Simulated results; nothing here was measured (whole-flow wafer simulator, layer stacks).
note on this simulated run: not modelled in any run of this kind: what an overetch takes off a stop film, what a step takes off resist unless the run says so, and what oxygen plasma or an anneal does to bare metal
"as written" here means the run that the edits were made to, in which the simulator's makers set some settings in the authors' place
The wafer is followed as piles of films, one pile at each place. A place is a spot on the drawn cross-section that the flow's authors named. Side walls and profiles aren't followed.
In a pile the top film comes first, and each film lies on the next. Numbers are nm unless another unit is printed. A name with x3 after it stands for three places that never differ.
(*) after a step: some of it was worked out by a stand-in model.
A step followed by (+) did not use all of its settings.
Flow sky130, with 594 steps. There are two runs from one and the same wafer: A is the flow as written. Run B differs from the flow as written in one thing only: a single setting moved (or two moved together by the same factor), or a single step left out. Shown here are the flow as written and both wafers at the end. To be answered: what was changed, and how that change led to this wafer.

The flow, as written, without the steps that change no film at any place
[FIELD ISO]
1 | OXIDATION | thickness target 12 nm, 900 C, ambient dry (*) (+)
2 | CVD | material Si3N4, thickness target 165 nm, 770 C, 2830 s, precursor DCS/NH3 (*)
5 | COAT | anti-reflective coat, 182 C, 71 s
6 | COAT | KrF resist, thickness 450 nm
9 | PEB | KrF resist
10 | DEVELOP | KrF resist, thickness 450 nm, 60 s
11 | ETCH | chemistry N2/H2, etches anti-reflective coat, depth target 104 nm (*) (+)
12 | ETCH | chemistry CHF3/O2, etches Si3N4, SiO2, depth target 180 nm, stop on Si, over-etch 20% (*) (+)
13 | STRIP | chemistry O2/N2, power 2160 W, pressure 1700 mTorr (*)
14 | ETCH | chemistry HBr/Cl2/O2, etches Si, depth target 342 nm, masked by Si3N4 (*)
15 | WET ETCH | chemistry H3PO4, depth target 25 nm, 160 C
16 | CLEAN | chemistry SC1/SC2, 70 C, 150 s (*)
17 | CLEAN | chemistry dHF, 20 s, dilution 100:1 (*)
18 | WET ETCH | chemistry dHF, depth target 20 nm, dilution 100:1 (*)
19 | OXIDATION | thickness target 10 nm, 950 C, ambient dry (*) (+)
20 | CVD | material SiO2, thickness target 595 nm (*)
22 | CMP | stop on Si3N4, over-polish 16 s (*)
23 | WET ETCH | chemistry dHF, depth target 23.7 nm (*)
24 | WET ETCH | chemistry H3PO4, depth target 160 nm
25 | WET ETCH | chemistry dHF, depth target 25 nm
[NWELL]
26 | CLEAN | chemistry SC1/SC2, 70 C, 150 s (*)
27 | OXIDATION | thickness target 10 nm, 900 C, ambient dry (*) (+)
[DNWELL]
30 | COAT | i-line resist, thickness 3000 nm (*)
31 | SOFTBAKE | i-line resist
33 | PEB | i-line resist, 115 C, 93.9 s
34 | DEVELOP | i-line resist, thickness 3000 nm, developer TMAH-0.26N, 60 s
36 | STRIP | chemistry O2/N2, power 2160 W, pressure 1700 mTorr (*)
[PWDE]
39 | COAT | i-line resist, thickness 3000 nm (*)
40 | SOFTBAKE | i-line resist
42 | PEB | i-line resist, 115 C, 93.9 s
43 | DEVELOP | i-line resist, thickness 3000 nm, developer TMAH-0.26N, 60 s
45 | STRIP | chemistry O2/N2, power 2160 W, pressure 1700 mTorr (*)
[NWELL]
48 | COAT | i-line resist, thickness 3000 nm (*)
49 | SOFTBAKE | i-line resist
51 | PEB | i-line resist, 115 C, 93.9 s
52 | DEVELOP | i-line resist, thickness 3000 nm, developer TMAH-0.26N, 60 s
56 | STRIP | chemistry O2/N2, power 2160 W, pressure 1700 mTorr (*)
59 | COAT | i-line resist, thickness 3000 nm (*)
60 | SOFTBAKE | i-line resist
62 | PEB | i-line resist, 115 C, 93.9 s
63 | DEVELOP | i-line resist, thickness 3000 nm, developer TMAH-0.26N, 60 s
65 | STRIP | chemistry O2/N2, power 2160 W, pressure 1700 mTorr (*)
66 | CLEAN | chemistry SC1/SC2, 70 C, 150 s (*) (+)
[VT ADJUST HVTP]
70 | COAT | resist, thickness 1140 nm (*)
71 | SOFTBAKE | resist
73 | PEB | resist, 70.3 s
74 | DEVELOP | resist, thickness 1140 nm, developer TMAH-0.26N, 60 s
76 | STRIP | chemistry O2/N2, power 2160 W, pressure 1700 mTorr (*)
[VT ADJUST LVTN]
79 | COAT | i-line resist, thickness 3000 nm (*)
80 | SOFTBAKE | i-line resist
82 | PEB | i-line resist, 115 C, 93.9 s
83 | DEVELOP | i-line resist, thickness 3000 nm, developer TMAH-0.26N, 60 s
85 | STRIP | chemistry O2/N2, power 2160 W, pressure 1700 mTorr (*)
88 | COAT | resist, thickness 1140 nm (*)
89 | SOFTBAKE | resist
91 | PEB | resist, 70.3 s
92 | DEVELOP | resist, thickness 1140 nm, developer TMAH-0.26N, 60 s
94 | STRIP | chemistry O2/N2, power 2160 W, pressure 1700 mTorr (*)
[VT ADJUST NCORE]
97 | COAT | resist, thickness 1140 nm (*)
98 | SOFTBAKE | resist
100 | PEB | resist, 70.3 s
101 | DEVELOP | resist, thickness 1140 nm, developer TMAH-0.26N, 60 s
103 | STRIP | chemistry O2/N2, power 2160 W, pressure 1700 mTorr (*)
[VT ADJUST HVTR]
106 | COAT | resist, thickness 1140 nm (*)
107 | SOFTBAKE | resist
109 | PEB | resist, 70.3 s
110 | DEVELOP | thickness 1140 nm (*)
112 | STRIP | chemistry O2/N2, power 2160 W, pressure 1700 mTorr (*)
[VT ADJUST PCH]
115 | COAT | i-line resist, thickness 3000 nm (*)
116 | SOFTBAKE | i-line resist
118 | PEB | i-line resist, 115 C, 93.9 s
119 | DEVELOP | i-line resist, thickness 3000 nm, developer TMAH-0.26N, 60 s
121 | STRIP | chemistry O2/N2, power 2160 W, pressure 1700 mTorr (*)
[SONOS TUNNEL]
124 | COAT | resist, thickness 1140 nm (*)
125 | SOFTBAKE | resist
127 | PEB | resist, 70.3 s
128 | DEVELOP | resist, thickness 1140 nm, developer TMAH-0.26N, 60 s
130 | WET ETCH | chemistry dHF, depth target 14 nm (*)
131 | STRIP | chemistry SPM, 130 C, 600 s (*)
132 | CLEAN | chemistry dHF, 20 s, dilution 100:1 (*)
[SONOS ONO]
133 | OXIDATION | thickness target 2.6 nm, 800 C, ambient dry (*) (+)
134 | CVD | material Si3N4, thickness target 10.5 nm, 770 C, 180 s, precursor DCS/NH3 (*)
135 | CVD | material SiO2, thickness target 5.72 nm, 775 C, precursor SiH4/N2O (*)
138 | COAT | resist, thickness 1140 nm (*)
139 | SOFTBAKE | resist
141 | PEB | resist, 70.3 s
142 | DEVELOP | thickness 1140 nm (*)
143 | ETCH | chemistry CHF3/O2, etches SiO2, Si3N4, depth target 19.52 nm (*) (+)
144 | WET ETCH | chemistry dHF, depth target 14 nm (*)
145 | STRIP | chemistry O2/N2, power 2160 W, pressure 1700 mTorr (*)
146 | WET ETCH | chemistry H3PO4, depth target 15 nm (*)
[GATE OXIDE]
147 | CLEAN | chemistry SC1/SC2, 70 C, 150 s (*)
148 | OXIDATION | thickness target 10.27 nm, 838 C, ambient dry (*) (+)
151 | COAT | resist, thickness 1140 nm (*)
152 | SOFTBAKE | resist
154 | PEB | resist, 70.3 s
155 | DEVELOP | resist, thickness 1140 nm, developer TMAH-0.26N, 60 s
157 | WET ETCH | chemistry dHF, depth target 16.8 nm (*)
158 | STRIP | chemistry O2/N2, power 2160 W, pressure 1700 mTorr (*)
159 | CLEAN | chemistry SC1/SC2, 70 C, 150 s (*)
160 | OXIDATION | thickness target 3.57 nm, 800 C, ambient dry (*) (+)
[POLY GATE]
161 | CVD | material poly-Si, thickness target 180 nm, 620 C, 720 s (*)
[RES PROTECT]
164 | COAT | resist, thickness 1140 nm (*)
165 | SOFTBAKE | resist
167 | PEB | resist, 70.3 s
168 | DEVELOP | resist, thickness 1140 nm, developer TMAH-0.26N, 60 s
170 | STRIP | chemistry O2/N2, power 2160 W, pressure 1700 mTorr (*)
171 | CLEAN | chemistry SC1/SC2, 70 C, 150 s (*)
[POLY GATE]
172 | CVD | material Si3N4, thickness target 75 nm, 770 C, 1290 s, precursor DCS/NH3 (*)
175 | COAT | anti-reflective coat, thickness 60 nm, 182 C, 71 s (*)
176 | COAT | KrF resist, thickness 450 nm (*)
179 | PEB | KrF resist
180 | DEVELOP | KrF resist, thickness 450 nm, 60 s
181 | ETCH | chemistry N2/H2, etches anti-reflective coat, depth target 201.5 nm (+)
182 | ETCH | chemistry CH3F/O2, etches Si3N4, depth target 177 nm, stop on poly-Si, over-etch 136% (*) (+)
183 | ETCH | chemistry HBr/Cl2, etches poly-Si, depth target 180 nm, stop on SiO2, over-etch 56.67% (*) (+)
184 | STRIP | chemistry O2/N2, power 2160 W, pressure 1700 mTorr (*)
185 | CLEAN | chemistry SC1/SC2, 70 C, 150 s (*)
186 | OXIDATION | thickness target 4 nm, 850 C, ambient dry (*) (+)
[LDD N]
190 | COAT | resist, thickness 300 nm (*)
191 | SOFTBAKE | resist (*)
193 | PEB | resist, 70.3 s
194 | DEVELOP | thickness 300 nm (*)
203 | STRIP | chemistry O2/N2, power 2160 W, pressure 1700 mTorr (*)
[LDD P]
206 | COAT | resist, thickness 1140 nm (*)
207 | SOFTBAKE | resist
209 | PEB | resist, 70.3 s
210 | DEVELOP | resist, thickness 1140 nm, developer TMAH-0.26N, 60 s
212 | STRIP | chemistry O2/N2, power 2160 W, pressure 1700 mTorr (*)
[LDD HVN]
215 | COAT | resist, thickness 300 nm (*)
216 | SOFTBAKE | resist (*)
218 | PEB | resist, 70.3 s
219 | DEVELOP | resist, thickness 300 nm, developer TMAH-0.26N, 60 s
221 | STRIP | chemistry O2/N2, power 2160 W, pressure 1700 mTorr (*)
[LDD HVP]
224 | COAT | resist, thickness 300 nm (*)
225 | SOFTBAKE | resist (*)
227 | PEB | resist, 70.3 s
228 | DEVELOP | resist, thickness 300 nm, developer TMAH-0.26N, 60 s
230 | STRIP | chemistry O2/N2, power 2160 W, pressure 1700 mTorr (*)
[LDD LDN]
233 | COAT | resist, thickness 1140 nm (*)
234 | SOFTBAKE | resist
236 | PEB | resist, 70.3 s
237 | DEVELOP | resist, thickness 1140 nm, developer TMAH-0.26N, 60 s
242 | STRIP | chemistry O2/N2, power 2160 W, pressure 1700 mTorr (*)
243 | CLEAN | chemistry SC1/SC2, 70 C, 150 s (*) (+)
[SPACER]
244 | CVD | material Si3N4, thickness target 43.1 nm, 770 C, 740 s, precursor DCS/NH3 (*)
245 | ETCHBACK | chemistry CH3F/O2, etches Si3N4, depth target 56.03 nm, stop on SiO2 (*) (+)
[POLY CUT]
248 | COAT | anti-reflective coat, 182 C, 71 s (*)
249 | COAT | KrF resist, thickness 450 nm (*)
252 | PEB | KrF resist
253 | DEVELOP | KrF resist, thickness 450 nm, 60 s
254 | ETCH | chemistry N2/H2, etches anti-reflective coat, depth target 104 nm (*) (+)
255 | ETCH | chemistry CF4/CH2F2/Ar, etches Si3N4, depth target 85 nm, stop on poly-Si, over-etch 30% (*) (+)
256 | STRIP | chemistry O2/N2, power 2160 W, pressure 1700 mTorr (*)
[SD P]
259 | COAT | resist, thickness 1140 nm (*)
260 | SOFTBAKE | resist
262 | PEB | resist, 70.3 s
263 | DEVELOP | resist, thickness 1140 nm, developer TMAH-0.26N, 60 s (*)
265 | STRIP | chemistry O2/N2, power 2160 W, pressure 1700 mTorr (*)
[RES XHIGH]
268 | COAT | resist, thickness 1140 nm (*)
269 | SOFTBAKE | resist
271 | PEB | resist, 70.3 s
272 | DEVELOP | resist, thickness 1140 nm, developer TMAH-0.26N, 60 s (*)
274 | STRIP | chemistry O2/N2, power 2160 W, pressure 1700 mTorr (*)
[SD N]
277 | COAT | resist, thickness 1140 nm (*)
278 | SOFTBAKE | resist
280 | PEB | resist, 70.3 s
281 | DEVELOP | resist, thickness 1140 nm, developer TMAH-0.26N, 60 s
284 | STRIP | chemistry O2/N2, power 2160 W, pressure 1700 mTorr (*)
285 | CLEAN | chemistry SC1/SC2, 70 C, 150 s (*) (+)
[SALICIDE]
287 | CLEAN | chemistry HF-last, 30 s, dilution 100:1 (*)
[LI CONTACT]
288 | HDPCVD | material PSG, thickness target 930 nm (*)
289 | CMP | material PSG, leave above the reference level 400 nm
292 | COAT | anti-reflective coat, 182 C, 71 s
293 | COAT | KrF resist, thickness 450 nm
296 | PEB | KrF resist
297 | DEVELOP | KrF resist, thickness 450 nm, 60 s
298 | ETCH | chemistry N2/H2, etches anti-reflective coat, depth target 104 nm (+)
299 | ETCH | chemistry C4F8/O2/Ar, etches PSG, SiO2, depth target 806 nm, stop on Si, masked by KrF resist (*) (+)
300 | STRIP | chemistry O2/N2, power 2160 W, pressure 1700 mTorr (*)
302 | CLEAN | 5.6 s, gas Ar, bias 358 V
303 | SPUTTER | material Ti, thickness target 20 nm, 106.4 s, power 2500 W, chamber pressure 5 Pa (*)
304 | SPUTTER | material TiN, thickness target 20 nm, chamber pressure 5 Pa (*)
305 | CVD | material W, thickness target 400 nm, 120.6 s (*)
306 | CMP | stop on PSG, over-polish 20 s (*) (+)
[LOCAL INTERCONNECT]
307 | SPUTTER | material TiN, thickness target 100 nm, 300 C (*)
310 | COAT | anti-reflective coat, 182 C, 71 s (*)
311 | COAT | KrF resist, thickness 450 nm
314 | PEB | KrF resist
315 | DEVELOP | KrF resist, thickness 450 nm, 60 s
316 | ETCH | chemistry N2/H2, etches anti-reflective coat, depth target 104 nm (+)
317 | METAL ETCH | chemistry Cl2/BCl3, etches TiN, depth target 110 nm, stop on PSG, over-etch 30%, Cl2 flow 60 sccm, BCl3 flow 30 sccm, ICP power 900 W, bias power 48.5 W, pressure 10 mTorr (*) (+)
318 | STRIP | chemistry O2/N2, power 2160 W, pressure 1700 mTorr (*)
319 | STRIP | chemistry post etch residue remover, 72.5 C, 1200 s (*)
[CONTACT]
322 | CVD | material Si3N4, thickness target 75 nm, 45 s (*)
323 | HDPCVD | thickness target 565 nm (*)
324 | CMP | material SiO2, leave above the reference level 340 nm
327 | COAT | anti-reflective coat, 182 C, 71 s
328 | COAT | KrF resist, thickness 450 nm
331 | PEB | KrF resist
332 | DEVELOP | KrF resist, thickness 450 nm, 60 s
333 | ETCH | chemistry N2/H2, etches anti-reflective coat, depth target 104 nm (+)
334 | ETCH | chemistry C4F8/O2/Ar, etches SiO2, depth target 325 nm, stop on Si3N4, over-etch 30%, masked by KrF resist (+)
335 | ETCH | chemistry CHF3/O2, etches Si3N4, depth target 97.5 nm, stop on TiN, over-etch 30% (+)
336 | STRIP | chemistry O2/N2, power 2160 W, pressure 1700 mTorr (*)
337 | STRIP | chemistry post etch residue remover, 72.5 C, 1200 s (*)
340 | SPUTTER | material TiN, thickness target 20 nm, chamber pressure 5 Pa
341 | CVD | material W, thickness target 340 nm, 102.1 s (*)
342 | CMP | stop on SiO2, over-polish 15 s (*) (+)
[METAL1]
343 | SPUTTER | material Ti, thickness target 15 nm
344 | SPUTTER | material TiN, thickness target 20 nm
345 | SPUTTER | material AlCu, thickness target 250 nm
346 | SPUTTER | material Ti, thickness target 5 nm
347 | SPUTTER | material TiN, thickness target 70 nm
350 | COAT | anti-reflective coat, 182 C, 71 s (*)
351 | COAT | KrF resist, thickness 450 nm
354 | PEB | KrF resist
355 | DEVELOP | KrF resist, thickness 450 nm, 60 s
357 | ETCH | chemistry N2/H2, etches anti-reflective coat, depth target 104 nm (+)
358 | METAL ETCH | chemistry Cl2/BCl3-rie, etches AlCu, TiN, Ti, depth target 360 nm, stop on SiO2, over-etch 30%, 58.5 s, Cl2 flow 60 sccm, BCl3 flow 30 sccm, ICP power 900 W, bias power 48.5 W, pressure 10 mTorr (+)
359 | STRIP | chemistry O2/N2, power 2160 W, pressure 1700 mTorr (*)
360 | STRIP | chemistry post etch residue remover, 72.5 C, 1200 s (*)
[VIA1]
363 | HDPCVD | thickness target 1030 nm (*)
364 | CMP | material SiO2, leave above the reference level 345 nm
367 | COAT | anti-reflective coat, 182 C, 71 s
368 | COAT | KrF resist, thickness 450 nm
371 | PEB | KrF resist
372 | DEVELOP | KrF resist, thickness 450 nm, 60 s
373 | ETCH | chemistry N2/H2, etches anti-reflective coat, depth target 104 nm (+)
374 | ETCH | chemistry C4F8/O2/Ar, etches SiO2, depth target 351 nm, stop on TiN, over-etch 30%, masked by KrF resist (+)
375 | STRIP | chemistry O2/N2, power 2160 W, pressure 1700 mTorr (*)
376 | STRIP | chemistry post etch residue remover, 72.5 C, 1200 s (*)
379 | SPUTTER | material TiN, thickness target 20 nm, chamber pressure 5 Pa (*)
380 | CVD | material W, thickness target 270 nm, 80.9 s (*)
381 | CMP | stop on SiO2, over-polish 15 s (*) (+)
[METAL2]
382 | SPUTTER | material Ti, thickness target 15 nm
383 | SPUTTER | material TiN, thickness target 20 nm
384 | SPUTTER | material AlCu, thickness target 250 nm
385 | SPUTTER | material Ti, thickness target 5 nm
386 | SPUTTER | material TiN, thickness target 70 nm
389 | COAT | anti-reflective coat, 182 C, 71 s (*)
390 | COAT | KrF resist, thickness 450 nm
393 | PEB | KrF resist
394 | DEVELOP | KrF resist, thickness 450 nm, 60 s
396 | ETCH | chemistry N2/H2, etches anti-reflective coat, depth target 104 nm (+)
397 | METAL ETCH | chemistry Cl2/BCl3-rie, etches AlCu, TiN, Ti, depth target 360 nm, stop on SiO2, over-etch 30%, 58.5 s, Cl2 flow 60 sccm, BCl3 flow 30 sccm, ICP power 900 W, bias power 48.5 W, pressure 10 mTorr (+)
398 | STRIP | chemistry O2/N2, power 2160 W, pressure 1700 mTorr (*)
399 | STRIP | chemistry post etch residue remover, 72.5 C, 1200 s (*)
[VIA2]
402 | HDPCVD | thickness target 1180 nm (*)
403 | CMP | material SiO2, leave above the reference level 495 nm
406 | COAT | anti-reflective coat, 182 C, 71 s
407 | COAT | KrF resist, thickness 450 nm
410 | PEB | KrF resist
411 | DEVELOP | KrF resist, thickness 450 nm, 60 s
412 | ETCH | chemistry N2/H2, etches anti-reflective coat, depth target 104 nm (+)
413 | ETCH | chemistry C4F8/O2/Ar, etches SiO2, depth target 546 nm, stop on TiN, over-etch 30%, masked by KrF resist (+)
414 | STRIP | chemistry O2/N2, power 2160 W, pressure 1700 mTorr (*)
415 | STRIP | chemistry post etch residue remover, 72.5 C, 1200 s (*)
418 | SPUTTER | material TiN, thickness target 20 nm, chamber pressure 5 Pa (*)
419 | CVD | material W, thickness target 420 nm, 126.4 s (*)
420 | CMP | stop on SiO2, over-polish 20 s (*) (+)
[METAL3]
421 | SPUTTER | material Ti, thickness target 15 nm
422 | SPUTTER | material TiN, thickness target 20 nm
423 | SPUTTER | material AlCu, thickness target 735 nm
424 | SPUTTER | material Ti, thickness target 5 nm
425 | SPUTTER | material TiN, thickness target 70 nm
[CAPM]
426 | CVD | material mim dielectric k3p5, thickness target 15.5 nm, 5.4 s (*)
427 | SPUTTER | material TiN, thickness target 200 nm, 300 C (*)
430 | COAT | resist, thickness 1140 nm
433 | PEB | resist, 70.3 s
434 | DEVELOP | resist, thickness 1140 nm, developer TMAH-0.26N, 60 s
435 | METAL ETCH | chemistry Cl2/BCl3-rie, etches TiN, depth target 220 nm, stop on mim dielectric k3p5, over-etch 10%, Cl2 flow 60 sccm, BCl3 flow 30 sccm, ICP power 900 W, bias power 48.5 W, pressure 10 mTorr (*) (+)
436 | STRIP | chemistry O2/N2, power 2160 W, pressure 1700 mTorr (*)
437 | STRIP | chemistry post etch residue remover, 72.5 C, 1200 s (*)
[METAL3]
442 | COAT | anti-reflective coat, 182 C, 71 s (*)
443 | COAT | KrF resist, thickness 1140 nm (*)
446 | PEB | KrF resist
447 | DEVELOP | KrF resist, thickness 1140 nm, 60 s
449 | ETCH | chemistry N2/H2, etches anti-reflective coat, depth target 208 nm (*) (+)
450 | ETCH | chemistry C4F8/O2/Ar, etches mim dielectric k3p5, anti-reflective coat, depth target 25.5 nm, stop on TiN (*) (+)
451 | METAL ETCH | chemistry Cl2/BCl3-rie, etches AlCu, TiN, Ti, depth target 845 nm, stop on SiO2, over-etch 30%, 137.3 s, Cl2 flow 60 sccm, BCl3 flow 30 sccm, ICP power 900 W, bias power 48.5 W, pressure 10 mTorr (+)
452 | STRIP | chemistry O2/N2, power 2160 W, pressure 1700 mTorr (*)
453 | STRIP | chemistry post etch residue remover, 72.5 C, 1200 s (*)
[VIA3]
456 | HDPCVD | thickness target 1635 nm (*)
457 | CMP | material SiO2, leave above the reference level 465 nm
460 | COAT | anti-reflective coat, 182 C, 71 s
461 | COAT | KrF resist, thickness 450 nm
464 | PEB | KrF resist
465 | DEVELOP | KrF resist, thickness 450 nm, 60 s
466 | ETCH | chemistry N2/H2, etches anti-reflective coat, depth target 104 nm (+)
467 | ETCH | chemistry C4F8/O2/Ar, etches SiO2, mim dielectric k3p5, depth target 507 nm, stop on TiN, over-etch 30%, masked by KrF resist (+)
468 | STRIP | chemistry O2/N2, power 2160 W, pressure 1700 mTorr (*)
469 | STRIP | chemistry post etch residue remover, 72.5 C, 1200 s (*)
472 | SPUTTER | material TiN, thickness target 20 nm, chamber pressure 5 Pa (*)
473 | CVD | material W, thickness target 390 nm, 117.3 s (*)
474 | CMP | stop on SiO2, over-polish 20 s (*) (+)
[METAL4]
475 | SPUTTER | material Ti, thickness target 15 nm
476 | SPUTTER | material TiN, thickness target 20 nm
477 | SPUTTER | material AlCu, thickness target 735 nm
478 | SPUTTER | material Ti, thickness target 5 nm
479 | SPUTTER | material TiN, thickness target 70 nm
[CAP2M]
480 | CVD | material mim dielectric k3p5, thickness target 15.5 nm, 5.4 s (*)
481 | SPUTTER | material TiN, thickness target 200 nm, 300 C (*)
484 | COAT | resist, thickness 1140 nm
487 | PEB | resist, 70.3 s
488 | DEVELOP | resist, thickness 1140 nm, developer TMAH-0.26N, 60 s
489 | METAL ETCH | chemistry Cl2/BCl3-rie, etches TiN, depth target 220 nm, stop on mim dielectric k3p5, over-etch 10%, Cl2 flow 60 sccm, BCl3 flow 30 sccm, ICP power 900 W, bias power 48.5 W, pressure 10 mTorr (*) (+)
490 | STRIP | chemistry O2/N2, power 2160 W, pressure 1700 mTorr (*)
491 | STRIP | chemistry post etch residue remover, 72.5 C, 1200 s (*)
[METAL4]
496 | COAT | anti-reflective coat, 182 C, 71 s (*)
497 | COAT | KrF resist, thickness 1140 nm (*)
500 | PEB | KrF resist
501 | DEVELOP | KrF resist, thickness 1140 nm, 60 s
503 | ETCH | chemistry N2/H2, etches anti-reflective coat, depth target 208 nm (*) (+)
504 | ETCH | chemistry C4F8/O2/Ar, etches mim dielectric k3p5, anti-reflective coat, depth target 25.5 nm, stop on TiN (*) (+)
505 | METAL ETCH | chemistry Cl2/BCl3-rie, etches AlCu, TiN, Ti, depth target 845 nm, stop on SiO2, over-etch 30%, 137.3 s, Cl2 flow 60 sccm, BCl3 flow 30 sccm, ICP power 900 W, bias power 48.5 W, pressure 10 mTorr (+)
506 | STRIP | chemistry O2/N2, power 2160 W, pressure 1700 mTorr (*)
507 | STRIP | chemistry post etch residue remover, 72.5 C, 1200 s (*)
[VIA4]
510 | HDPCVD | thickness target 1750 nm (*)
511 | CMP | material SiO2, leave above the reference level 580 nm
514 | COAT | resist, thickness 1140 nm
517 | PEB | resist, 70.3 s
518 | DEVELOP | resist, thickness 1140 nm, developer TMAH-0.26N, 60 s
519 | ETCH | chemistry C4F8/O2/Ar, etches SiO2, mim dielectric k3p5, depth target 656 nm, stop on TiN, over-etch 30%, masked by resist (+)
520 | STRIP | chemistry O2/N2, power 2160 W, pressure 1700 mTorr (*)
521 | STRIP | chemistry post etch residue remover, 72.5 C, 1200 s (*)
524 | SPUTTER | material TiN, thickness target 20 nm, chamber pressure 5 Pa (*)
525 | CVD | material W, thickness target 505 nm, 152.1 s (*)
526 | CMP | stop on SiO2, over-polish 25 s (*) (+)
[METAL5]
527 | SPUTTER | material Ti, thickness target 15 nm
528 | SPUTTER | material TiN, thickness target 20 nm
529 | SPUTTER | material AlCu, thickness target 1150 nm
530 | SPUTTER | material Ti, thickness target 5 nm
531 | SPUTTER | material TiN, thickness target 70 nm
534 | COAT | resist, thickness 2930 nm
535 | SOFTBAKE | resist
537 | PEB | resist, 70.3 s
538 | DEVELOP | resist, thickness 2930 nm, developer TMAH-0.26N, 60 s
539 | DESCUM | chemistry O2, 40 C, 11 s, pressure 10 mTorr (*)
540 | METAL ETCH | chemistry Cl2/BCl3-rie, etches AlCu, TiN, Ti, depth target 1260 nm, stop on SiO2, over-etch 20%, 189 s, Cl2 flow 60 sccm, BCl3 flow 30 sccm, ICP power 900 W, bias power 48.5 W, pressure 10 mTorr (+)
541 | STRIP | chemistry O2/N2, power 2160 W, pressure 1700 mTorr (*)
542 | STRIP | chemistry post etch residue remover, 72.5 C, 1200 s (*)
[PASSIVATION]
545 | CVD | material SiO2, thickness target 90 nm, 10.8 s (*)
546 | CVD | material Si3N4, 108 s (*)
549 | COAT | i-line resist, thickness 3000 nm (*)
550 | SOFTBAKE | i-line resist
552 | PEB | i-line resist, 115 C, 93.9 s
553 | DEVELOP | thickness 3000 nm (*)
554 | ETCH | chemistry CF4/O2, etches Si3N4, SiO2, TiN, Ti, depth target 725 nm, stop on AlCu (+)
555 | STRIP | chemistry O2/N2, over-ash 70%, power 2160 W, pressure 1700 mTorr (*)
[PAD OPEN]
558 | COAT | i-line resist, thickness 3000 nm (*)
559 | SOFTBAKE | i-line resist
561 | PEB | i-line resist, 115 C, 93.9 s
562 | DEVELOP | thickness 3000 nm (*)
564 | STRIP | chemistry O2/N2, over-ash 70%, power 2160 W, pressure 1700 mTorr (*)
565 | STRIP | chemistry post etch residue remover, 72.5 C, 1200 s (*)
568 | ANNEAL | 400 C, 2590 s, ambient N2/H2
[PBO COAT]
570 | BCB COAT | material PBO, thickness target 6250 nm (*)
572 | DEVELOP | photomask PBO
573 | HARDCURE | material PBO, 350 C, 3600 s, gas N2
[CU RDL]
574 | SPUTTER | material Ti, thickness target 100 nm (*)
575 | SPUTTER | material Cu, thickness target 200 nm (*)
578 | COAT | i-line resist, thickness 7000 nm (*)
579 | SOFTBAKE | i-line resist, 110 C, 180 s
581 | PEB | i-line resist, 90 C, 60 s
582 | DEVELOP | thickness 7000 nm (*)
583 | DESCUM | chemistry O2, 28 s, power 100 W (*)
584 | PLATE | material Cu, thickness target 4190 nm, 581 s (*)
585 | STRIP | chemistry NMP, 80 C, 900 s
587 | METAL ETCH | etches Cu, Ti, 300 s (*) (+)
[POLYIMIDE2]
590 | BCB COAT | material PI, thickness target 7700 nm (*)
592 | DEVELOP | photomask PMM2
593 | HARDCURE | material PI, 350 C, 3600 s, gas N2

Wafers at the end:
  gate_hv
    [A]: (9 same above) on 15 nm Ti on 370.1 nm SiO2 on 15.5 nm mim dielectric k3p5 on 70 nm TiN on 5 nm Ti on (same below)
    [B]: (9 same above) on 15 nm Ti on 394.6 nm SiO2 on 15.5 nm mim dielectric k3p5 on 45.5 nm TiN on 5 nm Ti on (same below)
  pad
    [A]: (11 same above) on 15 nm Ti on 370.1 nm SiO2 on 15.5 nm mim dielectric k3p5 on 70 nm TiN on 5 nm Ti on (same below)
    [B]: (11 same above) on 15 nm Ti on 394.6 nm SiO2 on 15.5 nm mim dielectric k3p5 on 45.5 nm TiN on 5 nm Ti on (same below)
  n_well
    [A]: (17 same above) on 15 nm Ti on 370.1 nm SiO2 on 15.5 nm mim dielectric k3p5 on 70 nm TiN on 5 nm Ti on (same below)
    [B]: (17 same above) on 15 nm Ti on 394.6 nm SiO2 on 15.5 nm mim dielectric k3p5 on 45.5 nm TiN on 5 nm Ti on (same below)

The reason: step 425, SPUTTER: thickness target 45.5 nm was run, though the flow has thickness target 70 nm.
The wafer itself shows it: gate_hv has TiN 45.5, and step 425 as written asks for 70 nm.

The path from the change to this, step by step:
  425 | SPUTTER | material TiN, thickness target 70 nm
      field, active, n_well and 188 more: A +70 TiN (new film) | B +45.5 TiN (new film)
  451 | METAL ETCH | chemistry Cl2/BCl3-rie, etches AlCu, TiN, Ti, depth target 845 nm, stop on SiO2, over-etch 30%, 137.3 s, Cl2 flow 60 sccm, BCl3 flow 30 sccm, ICP power 900 W, bias power 48.5 W, pressure 10 mTorr (+)
      field, gate, spacer and 68 more: A -70 TiN (all of it), -5 Ti (all of it), -735 AlCu (all of it), -20 TiN (all of it), -15 Ti (all of it), -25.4 SiO2 | B -45.5 TiN (all of it), -5 Ti (all of it), -735 AlCu (all of it), -20 TiN (all of it), -15 Ti (all of it), -27.8 SiO2
      active, vpp_ln, vpp_iso2 and 11 more: A -70 TiN (all of it), -5 Ti (all of it), -735 AlCu (all of it), -20 TiN (all of it), -15 Ti (all of it), -25.3 SiO2 | B -45.5 TiN (all of it), -5 Ti (all of it), -735 AlCu (all of it), -20 TiN (all of it), -15 Ti (all of it), -27.8 SiO2
  467 | ETCH | chemistry C4F8/O2/Ar, etches SiO2, mim dielectric k3p5, depth target 507 nm, stop on TiN, over-etch 30%, masked by KrF resist (+)
      m1: A -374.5 SiO2 (all of it), -15.5 mim dielectric k3p5 (all of it) | B -399 SiO2 (all of it), -15.5 mim dielectric k3p5 (all of it)
      via3_hole: A -373.9 SiO2 (all of it), -15.5 mim dielectric k3p5 (all of it) | B -398.4 SiO2 (all of it), -15.5 mim dielectric k3p5 (all of it)
  473 | CVD | material W, thickness target 390 nm, 117.3 s (*)
      m1: A +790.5 W (new film) | B +815.3 W (new film)
      via3_hole: A +789.9 W (new film) | B +814.7 W (new film)
